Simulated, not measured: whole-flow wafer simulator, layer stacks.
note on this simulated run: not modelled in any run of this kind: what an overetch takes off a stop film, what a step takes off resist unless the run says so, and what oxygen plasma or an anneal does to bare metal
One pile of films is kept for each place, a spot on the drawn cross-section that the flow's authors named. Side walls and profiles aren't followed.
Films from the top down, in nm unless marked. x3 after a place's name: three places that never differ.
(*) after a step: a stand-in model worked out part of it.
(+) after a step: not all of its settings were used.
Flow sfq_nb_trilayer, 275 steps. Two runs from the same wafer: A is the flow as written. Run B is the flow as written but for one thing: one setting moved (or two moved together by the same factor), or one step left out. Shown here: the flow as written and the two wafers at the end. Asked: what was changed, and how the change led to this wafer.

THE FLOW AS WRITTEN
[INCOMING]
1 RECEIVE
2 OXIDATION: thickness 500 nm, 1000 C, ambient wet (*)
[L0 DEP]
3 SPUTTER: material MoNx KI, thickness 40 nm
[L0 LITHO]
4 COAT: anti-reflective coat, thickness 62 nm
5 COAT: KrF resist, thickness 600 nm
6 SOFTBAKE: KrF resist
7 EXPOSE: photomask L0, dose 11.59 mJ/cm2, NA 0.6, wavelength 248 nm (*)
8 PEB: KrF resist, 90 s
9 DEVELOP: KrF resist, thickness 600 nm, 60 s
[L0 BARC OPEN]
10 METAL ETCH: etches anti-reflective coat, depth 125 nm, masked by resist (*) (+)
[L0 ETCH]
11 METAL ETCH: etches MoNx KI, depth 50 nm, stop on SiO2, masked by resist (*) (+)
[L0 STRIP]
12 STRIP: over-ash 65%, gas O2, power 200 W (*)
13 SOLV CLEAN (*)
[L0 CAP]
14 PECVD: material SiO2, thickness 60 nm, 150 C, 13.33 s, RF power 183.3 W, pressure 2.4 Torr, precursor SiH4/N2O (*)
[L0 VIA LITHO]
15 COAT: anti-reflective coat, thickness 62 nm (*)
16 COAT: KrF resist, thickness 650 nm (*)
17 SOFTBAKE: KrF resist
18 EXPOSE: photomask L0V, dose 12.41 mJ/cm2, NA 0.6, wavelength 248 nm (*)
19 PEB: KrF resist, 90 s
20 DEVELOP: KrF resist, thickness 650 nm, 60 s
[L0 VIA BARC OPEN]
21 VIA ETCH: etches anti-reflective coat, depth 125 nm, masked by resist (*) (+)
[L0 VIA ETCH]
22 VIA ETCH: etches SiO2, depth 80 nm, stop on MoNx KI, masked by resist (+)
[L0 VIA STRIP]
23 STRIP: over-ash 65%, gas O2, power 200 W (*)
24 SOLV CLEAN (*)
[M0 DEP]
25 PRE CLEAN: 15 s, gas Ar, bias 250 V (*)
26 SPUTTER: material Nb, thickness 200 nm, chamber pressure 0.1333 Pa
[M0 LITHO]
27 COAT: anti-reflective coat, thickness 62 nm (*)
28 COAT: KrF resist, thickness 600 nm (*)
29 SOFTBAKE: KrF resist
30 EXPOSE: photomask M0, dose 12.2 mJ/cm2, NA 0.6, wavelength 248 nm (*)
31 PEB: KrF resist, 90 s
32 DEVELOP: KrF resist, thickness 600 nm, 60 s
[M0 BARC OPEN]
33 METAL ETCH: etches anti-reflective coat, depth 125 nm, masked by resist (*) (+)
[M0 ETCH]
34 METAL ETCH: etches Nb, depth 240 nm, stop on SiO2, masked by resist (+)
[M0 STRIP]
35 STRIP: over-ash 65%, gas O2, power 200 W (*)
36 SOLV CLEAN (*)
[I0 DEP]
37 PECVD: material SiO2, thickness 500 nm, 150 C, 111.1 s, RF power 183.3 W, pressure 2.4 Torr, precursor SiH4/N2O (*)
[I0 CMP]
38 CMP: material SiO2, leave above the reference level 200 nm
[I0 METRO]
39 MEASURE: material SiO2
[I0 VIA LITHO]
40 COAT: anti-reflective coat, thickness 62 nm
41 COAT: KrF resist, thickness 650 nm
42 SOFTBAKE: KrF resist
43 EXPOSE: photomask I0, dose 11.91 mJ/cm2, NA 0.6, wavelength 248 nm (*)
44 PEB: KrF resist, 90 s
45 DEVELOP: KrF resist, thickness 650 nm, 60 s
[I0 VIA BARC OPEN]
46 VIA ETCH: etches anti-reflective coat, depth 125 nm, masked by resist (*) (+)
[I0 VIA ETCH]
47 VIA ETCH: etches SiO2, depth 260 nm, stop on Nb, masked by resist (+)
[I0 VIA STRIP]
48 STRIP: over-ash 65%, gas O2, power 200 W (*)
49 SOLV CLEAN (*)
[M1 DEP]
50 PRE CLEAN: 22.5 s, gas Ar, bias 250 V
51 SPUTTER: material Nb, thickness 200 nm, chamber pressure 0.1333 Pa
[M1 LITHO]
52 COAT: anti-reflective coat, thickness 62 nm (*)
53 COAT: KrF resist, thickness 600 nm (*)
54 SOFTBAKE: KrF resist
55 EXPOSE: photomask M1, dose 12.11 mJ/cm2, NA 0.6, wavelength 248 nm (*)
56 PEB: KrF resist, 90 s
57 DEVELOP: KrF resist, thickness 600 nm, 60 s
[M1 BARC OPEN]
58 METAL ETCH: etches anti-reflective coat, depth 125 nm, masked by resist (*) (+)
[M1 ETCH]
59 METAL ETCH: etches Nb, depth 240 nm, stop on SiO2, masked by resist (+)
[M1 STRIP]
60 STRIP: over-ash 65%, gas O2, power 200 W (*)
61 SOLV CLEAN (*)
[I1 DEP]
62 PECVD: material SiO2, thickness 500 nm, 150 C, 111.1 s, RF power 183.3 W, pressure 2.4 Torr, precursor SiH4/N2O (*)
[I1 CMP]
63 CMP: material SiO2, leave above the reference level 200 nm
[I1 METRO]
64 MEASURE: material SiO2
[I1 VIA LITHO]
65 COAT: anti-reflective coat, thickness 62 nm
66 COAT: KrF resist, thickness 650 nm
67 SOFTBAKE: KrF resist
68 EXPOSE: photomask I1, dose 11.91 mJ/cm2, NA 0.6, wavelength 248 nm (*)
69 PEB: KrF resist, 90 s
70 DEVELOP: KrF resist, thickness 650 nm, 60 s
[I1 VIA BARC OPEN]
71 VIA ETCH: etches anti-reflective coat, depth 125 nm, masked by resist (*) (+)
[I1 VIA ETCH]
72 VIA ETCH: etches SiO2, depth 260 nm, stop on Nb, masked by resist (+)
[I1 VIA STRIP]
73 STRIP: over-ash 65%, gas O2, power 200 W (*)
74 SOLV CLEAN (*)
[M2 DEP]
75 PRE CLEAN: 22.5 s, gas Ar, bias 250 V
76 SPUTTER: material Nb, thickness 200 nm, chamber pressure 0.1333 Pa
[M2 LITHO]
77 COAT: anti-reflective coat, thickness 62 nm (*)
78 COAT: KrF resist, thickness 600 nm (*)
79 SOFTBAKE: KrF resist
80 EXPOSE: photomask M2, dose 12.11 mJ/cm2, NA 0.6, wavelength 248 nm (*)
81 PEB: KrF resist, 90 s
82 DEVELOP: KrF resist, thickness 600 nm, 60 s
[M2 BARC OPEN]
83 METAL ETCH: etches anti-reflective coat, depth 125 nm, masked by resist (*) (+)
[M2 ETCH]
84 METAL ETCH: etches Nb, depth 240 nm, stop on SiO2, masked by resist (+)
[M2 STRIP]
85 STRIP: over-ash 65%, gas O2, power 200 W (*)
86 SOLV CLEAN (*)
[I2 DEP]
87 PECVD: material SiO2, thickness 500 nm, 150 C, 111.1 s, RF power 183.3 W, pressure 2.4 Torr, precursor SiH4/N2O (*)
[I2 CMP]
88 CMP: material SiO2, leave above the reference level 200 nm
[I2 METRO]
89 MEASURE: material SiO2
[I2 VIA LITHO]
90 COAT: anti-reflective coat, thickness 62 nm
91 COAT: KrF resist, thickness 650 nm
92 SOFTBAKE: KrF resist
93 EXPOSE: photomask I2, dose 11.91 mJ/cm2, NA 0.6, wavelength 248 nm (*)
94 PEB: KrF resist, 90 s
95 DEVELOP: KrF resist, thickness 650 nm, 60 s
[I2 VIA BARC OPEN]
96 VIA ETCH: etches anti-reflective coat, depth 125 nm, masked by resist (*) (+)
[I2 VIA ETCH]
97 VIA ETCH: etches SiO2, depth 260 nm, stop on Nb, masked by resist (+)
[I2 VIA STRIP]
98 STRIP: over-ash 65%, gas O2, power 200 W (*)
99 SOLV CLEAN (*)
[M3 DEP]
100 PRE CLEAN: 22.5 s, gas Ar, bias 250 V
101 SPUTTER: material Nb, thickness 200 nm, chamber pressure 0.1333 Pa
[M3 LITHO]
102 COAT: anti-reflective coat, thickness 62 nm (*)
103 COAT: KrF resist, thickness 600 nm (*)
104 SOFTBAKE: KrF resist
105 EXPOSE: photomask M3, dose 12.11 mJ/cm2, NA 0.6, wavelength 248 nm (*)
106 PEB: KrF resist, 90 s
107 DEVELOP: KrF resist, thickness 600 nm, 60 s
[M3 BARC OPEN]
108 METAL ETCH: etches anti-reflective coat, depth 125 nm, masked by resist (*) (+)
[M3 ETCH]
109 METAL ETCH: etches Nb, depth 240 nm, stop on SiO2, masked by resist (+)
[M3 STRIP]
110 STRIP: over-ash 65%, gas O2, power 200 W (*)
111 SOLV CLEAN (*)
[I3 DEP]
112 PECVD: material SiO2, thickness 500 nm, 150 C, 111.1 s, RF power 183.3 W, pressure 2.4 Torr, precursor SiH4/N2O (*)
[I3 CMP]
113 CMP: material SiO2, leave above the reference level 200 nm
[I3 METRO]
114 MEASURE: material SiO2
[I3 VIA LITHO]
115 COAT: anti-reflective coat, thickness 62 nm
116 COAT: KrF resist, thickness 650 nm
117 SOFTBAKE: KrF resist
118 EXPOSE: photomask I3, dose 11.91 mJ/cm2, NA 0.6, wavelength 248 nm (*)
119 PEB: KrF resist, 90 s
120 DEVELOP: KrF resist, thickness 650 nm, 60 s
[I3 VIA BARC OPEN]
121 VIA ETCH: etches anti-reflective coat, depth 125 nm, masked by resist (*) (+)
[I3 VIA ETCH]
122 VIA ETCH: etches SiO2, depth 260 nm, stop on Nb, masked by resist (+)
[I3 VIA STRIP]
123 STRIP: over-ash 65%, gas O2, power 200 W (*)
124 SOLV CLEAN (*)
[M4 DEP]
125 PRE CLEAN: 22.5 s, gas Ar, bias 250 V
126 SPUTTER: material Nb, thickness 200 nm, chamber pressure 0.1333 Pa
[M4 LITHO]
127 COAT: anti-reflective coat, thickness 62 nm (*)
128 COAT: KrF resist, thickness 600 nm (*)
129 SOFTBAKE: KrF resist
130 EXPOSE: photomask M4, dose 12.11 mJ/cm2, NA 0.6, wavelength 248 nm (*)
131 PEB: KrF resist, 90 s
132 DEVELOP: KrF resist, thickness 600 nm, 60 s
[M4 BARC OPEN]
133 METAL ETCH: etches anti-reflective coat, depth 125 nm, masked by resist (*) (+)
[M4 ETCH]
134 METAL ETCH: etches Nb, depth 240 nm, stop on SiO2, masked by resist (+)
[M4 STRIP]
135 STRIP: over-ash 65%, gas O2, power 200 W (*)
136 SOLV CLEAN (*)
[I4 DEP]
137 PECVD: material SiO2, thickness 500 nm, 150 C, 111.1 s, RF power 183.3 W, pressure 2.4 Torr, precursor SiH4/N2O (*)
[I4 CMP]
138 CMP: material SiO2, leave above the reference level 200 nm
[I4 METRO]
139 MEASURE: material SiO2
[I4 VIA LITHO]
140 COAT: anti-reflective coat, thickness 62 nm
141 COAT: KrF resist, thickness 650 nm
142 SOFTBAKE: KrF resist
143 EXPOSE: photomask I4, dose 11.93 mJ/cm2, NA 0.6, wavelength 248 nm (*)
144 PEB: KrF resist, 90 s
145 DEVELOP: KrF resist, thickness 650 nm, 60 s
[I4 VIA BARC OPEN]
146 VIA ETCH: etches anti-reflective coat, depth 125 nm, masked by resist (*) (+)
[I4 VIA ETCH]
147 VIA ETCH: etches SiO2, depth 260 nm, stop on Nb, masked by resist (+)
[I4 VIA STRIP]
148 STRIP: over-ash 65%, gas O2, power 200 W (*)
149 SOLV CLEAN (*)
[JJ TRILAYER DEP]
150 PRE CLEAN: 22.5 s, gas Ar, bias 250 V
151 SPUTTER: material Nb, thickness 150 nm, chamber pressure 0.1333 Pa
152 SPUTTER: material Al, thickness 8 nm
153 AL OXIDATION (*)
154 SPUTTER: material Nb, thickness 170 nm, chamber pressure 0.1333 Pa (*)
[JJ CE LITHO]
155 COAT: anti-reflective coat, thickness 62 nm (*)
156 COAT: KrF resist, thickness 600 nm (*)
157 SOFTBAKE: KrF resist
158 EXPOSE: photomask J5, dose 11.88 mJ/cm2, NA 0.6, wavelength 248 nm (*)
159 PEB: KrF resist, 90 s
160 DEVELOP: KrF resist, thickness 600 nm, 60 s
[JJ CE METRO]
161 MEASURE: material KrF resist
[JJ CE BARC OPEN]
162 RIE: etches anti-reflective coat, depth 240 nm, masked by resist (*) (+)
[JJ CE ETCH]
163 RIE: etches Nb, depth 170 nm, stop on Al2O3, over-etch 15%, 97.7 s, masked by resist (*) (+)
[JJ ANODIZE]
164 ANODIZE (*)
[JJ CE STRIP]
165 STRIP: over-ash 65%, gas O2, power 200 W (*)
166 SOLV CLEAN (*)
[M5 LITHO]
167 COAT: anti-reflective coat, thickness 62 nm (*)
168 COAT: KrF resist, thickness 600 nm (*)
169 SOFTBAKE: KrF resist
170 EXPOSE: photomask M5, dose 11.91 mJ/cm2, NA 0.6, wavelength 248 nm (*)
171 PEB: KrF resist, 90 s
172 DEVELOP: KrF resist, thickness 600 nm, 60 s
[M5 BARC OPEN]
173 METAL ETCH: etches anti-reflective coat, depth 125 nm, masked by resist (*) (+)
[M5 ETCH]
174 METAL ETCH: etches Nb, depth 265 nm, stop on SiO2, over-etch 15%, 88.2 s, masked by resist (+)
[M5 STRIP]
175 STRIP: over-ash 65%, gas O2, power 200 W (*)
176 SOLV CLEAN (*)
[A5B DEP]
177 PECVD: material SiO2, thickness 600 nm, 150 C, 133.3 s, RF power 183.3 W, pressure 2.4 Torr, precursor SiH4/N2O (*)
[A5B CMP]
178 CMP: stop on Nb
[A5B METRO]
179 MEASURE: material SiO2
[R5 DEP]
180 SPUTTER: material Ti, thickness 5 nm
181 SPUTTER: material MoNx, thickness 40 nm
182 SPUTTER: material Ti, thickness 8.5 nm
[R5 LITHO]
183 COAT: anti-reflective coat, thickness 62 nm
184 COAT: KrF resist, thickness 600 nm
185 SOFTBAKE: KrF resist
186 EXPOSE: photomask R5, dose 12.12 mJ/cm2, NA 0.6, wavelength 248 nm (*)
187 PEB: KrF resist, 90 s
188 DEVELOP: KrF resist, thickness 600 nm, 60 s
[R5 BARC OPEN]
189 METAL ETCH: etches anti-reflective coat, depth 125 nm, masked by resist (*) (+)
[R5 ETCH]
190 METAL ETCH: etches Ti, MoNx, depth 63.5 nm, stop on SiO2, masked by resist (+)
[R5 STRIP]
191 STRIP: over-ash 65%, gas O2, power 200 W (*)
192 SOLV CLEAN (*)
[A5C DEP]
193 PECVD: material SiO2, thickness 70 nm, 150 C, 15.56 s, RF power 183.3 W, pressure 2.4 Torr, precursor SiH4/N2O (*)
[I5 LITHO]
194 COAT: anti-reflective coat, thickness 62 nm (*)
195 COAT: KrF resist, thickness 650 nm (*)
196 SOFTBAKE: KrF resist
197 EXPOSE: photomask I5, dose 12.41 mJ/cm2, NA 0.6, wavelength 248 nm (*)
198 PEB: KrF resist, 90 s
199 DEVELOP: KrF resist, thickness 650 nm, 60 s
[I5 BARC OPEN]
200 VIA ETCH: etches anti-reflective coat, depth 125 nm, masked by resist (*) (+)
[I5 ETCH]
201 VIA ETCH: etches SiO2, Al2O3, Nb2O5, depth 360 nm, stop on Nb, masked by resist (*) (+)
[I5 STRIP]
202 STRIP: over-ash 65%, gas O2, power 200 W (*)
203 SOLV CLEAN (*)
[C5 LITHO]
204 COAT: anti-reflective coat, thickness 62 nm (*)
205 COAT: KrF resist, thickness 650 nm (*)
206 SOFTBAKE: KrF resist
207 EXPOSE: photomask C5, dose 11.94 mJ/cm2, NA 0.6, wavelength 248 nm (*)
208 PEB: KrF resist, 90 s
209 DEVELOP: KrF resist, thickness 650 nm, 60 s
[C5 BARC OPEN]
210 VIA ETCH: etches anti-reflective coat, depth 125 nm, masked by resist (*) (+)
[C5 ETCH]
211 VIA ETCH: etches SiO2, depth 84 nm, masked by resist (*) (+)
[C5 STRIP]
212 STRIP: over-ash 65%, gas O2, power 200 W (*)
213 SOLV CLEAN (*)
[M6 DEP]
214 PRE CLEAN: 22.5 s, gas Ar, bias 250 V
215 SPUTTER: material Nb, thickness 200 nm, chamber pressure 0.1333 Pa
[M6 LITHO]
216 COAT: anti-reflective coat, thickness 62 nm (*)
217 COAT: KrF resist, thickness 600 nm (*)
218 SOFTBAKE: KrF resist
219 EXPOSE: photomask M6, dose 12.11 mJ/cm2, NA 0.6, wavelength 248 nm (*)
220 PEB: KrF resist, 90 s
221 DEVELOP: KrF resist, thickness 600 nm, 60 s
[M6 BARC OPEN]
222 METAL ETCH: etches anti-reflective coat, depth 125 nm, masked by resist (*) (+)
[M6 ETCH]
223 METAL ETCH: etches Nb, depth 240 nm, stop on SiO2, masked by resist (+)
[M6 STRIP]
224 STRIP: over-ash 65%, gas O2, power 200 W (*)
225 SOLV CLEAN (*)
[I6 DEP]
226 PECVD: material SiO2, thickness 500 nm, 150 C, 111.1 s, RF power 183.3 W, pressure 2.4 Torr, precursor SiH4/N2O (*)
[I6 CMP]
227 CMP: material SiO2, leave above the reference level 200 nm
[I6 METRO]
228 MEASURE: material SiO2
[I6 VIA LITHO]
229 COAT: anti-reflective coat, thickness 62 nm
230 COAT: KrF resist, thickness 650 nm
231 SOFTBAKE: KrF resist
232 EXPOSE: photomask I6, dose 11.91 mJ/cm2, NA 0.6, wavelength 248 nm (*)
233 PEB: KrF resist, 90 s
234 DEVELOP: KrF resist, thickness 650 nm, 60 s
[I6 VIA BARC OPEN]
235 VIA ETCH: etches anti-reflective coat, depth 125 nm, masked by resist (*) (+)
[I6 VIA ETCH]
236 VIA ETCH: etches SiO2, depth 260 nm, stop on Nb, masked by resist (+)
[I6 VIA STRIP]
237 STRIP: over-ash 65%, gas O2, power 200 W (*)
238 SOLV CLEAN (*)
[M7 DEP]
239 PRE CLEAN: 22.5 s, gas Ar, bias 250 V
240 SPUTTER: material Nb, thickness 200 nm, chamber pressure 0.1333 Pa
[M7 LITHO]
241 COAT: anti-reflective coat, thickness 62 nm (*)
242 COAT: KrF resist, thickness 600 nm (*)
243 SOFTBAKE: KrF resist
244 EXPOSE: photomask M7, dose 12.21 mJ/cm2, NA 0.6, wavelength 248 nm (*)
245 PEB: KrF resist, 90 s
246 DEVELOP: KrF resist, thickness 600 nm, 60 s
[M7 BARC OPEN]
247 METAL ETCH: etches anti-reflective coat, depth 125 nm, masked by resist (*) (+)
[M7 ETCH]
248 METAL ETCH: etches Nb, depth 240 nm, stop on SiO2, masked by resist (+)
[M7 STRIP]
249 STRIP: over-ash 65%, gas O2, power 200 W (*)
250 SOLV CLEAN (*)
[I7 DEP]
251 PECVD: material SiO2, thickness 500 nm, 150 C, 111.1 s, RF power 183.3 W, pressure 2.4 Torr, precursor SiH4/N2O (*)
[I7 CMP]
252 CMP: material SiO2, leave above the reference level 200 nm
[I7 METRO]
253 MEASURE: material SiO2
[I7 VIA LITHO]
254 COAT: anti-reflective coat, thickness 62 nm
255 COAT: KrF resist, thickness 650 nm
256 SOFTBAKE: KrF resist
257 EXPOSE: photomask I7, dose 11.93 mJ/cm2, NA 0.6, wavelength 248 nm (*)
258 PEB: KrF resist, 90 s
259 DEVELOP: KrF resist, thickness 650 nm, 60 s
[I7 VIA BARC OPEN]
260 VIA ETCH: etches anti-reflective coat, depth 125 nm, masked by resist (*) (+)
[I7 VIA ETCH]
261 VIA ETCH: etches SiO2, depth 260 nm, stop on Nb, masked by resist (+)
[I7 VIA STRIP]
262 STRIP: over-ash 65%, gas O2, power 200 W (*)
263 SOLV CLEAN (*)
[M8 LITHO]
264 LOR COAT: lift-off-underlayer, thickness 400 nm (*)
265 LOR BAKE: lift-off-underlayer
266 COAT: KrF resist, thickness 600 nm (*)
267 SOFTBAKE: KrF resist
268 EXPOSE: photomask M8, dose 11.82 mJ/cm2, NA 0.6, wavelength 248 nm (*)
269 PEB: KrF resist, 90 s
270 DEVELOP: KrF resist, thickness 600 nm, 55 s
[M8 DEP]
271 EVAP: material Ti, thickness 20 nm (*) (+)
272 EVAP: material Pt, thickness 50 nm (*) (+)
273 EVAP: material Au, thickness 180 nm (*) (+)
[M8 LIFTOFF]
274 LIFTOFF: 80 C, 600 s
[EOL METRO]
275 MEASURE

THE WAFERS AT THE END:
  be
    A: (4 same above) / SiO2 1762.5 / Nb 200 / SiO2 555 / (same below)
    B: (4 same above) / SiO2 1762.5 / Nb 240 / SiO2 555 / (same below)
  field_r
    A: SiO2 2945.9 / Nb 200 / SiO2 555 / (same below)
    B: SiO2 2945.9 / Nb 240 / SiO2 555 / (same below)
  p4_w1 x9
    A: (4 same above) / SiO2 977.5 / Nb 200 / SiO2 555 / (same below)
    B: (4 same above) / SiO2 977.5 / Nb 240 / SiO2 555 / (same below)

The cause: step 26, SPUTTER: thickness 240 nm was run, where the flow has thickness 200 nm.
It can be read off the wafer: be has Nb 240, and step 26 as written asks for 200 nm.

How the change led to this, step by step:
  26 SPUTTER: material Nb, thickness 200 nm, chamber pressure 0.1333 Pa
      field_l, v_sur, via_wl and 102 more: A Nb +200 (new film) | B Nb +240 (new film)
      l0v: A Nb +195.7 (new film) | B Nb +235.8 (new film)
  34 METAL ETCH: etches Nb, depth 240 nm, stop on SiO2, masked by resist (+)
      moat, m0r_space_l x2: A Nb -200 (all of it) | B Nb -240 (all of it)
  37 PECVD: material SiO2, thickness 500 nm, 150 C, 111.1 s, RF power 183.3 W, pressure 2.4 Torr, precursor SiH4/N2O (*)
      moat, m0r_space_l x2: A SiO2 +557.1 | B SiO2 +597.1
